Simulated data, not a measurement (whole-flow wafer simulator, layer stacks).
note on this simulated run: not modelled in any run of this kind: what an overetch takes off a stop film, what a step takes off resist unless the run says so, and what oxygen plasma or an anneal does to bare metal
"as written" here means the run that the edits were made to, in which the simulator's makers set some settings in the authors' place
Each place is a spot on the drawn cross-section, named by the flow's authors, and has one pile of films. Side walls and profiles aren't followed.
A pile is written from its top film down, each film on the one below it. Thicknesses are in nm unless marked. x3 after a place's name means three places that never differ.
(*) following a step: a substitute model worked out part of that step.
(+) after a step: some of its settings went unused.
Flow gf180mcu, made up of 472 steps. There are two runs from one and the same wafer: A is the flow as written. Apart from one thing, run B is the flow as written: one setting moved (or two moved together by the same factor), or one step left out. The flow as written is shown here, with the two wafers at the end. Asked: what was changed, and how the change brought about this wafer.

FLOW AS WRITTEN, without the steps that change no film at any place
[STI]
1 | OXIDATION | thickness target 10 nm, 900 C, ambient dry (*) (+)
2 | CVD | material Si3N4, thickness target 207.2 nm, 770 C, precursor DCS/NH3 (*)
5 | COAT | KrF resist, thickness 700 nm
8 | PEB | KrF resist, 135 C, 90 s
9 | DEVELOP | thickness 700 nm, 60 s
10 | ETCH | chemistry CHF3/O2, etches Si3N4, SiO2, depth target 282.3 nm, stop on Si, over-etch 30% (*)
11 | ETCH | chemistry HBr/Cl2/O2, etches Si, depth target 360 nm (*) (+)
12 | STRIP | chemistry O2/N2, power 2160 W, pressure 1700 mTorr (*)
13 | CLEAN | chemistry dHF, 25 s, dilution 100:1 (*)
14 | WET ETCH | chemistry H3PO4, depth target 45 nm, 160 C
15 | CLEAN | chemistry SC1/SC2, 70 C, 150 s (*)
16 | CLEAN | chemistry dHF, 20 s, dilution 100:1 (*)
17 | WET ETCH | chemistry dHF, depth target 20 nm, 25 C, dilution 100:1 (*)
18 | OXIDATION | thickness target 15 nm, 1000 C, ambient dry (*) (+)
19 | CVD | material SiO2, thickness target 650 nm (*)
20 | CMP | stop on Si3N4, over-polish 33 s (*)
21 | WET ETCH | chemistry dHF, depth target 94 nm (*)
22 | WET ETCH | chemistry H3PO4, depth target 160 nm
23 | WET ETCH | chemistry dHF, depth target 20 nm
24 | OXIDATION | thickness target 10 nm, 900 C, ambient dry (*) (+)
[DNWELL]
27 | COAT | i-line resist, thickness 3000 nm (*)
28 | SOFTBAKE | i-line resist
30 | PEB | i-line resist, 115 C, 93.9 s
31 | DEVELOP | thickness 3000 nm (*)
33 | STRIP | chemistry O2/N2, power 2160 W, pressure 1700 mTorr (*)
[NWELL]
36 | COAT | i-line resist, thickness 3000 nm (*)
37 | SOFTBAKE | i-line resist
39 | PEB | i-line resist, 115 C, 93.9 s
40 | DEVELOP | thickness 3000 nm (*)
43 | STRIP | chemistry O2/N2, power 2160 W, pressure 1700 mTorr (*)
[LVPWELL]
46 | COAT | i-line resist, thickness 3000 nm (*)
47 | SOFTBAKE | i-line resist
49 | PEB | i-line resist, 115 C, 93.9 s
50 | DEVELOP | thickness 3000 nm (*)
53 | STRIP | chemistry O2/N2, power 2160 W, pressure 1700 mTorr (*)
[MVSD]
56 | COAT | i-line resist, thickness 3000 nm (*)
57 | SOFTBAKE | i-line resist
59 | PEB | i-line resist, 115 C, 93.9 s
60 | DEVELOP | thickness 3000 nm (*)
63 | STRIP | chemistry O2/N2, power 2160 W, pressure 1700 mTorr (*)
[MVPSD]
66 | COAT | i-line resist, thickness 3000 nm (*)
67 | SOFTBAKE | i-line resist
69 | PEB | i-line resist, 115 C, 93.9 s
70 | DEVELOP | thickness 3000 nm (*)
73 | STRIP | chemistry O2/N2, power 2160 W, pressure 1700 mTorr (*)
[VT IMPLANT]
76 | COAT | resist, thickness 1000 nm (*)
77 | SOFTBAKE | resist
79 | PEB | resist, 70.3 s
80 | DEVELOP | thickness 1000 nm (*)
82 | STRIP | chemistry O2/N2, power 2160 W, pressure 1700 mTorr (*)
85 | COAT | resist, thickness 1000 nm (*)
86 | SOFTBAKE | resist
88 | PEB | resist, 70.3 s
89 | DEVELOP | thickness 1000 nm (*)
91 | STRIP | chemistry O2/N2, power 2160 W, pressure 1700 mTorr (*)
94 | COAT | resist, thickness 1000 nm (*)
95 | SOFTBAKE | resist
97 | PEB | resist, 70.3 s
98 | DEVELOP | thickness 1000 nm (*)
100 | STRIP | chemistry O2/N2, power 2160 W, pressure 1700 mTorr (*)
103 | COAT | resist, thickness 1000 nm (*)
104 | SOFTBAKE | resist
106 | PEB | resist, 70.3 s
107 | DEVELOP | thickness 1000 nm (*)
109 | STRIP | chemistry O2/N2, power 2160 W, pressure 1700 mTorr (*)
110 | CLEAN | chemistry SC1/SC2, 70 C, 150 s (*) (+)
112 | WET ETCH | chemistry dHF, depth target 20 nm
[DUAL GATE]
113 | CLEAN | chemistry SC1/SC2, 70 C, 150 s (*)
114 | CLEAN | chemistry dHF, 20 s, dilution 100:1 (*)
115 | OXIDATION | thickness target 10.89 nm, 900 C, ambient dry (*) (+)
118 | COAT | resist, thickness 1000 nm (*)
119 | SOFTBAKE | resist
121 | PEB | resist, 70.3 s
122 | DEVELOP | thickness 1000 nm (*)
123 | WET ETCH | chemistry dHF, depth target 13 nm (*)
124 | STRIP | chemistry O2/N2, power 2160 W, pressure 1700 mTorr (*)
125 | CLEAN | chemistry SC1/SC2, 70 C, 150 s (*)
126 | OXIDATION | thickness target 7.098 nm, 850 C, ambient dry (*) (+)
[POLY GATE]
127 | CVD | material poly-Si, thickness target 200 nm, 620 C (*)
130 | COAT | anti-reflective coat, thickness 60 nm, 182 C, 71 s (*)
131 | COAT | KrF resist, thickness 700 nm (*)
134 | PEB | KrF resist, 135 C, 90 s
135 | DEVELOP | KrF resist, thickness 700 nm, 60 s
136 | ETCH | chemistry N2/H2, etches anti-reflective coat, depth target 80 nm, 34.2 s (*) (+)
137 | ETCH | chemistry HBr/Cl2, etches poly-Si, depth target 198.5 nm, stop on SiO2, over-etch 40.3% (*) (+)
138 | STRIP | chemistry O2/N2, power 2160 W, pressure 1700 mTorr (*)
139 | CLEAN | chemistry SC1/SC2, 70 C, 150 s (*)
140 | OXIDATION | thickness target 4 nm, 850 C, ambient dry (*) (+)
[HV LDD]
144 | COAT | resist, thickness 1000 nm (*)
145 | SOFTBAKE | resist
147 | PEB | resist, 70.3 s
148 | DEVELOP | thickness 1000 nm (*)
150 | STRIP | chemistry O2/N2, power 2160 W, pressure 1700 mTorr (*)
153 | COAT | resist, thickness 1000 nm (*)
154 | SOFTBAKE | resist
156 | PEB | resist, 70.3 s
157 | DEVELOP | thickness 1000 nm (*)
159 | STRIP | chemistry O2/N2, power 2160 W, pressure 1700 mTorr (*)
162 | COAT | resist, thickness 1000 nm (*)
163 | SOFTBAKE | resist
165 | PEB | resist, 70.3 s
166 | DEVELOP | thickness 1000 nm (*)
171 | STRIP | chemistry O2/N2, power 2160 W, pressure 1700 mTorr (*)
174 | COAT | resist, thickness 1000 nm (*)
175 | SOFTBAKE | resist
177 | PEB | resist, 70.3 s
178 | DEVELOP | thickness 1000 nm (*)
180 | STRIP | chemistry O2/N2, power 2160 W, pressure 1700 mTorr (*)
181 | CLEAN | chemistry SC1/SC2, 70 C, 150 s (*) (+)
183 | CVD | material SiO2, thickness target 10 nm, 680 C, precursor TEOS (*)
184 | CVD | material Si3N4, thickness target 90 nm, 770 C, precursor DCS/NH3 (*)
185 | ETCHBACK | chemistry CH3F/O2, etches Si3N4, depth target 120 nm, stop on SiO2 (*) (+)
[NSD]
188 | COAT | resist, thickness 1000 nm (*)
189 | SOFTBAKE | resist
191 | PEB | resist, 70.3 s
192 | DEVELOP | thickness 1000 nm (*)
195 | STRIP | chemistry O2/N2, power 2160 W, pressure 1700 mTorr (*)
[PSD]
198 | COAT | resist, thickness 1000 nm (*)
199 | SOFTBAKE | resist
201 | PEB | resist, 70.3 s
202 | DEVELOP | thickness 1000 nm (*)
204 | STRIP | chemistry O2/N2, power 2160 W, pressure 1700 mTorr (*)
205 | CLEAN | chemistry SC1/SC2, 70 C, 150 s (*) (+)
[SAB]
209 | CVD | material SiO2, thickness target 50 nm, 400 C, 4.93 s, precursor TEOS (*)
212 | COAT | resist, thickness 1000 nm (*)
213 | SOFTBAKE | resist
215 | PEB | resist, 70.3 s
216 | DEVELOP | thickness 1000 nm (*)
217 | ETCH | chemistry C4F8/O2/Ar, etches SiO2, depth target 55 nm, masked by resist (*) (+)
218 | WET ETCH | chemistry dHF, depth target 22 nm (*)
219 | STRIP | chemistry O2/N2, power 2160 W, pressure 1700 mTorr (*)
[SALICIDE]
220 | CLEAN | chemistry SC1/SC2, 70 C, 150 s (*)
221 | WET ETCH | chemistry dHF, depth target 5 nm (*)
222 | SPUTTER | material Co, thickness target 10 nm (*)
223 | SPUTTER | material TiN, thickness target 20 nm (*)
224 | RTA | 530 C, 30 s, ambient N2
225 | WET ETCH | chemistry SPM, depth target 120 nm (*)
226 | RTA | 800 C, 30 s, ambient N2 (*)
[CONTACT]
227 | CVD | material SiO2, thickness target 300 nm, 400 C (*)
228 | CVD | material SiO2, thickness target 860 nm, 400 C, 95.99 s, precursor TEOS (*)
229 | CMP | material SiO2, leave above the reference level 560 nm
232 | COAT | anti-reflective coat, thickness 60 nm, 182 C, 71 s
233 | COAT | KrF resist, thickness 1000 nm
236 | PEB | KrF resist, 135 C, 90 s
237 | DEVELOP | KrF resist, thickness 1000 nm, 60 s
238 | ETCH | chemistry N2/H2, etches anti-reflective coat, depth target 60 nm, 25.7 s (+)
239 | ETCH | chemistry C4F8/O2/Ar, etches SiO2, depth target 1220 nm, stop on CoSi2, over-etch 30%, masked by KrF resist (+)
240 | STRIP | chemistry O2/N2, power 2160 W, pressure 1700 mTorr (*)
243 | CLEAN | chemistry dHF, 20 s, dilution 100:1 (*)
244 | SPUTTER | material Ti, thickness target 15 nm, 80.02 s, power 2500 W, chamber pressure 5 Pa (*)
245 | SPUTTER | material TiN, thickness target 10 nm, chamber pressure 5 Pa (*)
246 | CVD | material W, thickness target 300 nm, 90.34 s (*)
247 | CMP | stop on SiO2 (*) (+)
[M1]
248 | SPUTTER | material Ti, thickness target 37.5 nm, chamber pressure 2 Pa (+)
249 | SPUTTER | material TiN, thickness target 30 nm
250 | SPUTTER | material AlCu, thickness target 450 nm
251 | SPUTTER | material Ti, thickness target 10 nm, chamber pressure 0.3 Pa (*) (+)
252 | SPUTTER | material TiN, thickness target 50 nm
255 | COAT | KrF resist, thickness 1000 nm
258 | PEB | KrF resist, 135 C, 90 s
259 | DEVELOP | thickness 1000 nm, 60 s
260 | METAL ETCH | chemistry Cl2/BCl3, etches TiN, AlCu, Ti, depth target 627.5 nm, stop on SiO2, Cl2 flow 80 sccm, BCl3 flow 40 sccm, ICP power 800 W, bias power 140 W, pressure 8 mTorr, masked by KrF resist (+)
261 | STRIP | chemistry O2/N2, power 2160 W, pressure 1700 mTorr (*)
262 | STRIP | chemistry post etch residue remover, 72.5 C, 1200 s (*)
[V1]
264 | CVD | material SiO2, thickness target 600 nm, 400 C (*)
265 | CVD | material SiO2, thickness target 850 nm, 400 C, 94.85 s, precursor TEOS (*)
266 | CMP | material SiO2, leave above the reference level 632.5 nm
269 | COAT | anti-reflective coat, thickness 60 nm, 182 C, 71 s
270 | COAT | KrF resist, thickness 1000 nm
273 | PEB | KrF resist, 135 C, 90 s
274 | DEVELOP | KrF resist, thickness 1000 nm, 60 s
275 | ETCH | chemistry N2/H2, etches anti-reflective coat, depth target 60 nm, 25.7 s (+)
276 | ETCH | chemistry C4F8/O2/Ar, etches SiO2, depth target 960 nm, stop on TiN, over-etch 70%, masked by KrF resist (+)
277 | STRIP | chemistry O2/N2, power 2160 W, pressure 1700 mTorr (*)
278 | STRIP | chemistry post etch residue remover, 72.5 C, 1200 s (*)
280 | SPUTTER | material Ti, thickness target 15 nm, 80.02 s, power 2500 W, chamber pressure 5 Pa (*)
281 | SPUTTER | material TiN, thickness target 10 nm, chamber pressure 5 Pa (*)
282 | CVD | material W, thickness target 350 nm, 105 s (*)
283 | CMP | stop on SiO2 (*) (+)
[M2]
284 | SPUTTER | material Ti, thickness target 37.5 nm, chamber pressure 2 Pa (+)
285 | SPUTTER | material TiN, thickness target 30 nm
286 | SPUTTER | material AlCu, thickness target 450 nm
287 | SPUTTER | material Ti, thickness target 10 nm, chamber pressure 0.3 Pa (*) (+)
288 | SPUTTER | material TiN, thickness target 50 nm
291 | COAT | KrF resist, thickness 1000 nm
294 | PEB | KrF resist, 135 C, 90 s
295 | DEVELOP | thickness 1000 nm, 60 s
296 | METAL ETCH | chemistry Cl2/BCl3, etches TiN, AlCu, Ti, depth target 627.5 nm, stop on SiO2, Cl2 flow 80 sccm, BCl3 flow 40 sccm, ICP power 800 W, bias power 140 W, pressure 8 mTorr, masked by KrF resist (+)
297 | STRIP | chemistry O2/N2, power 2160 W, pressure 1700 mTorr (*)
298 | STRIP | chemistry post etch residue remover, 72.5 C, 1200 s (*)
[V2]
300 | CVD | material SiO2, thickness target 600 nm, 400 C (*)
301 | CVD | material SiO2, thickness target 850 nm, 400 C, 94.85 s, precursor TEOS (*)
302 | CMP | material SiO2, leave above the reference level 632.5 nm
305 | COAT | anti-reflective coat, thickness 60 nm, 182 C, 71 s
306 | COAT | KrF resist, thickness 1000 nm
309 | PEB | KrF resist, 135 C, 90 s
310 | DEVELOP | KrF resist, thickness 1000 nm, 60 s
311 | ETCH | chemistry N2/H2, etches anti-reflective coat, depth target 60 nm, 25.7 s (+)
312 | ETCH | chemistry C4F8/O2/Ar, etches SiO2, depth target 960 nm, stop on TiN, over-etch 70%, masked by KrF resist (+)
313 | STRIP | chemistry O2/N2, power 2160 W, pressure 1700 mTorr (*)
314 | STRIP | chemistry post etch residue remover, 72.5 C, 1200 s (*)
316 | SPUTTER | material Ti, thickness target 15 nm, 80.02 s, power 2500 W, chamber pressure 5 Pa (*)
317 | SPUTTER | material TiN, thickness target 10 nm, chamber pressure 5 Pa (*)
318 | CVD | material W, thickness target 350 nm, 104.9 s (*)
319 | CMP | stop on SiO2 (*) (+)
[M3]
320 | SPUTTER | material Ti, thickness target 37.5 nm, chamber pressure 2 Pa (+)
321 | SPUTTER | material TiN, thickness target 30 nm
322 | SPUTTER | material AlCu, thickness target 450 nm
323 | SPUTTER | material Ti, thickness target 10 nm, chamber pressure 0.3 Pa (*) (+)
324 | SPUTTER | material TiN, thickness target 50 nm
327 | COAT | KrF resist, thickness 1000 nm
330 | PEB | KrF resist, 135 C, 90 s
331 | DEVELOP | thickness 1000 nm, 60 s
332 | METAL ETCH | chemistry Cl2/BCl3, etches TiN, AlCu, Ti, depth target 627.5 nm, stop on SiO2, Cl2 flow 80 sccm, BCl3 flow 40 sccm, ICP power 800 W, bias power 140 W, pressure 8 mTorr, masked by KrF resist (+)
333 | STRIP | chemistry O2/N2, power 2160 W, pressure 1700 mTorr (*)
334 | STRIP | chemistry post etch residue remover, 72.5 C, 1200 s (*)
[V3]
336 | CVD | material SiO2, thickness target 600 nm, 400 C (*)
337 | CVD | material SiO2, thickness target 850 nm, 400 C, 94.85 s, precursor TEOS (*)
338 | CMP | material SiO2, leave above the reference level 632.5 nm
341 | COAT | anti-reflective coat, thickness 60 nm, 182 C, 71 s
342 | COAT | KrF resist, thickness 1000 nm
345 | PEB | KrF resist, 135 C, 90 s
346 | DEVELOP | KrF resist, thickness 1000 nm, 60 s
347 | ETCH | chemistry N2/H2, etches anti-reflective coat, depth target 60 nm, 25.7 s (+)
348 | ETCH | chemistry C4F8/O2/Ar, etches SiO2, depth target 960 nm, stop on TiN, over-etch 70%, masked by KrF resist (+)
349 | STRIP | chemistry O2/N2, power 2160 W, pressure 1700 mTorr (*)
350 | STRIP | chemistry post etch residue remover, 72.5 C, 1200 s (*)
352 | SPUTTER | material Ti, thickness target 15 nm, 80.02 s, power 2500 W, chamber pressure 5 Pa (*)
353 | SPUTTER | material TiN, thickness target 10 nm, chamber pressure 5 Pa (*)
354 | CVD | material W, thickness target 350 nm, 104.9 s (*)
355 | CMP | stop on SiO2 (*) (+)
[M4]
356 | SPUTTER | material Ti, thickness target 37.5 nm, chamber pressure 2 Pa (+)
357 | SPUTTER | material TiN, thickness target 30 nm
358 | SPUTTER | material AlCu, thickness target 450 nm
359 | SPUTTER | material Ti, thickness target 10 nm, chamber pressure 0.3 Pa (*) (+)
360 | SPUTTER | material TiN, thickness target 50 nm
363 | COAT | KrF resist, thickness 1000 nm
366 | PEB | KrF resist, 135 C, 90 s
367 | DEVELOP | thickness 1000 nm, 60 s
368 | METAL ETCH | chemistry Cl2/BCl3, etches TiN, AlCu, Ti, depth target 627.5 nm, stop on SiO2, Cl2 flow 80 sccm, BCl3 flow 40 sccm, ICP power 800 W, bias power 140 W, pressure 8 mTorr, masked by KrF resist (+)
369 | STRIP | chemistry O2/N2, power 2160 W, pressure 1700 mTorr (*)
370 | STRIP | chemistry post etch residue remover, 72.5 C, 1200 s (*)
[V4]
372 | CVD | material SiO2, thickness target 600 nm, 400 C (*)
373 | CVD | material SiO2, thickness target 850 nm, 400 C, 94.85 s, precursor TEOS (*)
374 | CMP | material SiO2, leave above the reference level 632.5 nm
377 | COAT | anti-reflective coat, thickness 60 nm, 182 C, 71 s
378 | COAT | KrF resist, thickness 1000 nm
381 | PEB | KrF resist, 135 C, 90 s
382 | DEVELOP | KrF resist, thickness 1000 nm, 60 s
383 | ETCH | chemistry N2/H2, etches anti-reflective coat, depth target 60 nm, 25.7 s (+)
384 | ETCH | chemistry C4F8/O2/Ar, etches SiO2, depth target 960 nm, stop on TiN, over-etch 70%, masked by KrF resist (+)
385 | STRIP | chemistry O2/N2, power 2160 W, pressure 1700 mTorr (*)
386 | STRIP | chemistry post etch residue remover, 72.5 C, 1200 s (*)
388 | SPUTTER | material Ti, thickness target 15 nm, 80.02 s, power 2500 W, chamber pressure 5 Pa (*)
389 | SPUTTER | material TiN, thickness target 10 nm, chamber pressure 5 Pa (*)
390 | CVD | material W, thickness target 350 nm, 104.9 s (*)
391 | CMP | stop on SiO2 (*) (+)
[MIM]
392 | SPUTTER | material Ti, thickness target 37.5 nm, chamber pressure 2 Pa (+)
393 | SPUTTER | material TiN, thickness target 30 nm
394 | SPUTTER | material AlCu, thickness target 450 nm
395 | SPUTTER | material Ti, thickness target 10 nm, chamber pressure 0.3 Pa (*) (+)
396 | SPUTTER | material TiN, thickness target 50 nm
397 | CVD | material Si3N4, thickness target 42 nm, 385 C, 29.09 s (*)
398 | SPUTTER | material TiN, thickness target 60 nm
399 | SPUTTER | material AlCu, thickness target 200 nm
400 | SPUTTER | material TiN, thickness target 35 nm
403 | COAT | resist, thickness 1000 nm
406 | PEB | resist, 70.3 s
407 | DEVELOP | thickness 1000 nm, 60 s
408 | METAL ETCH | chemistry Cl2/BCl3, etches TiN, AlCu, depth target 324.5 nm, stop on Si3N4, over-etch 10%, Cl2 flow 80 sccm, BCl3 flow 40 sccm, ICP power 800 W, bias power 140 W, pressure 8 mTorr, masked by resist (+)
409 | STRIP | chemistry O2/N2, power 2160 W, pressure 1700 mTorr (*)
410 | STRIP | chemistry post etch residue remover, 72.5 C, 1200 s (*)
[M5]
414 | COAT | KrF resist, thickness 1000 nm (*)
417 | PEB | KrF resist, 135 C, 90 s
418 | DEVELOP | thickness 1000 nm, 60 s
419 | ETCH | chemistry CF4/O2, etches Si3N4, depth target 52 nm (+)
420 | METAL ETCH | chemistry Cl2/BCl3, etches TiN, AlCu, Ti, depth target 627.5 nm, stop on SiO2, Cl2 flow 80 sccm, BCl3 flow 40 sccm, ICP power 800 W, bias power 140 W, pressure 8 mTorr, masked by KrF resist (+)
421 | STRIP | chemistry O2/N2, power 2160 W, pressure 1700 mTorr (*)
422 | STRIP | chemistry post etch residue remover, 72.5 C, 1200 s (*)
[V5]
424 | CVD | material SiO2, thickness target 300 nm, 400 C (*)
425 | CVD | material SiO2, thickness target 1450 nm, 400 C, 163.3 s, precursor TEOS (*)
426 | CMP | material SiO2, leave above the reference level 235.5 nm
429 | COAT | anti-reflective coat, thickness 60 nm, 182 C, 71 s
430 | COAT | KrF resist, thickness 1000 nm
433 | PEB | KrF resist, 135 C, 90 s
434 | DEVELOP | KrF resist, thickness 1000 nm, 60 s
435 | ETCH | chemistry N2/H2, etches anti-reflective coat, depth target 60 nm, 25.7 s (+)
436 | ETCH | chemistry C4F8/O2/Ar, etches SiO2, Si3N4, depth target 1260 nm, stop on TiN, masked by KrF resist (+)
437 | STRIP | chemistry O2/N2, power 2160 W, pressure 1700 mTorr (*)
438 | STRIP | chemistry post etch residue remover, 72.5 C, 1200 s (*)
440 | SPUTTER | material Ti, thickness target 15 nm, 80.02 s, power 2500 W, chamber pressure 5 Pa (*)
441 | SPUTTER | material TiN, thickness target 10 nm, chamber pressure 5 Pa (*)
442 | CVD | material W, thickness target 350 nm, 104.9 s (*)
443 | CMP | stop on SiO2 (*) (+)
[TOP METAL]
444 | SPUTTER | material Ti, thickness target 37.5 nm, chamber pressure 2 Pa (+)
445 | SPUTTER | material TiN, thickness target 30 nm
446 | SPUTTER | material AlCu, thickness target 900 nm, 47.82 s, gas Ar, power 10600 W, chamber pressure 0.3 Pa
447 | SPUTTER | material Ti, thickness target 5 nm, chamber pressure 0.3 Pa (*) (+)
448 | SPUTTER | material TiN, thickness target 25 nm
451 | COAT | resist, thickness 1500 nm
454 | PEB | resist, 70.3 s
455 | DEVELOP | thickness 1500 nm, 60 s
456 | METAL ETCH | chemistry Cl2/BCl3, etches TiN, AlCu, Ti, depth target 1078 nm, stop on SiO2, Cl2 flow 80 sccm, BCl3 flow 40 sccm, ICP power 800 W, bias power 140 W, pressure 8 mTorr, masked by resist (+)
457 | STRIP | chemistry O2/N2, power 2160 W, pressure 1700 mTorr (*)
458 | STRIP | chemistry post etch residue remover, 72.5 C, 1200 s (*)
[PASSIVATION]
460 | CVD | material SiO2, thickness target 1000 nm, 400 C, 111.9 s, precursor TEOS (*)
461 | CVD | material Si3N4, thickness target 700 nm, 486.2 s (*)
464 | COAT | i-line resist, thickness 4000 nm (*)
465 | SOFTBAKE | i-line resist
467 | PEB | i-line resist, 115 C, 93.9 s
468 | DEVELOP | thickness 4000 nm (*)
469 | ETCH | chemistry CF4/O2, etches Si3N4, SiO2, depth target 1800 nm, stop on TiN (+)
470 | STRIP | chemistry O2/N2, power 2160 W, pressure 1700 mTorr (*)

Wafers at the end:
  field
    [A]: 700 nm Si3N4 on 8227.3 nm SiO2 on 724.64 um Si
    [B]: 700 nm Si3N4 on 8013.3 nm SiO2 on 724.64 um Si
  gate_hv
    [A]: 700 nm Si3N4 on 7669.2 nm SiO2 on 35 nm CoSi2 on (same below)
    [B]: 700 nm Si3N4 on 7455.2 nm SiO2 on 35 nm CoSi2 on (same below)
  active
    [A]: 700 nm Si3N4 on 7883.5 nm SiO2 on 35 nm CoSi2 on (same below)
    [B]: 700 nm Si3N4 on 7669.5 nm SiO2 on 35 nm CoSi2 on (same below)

The reason: step 358, SPUTTER: thickness target 236 nm was run, whereas the flow has thickness target 450 nm.

Step by step, how the change led to this:
  358 | SPUTTER | material AlCu, thickness target 450 nm
      field, field__w1, field__w2 and 108 more: A AlCu gains 450 (new film) | B AlCu gains 236 (new film)
  368 | METAL ETCH | chemistry Cl2/BCl3, etches TiN, AlCu, Ti, depth target 627.5 nm, stop on SiO2, Cl2 flow 80 sccm, BCl3 flow 40 sccm, ICP power 800 W, bias power 140 W, pressure 8 mTorr, masked by KrF resist (+)
      field, field__w1, field__w2 and 103 more: A TiN loses 50 (all of it), Ti loses 10 (all of it), AlCu loses 450 (all of it), TiN loses 30 (all of it), Ti loses 37.5 (all of it) | B TiN loses 50 (all of it), Ti loses 10 (all of it), AlCu loses 236 (all of it), TiN loses 30 (all of it), Ti loses 37.5 (all of it)
      field__w8, contact, m1, m1__w1, m1_nw: A KrF resist loses 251 | B KrF resist loses 218.1
  369 | STRIP | chemistry O2/N2, power 2160 W, pressure 1700 mTorr (*)
      field__w8, contact, m1, m1__w1, m1_nw: A KrF resist loses 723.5 (all of it) | B KrF resist loses 756.4 (all of it)
  374 | CMP | material SiO2, leave above the reference level 632.5 nm
      field, field__w1, field__w2 and 103 more: A SiO2 loses 300 | B SiO2 loses 514
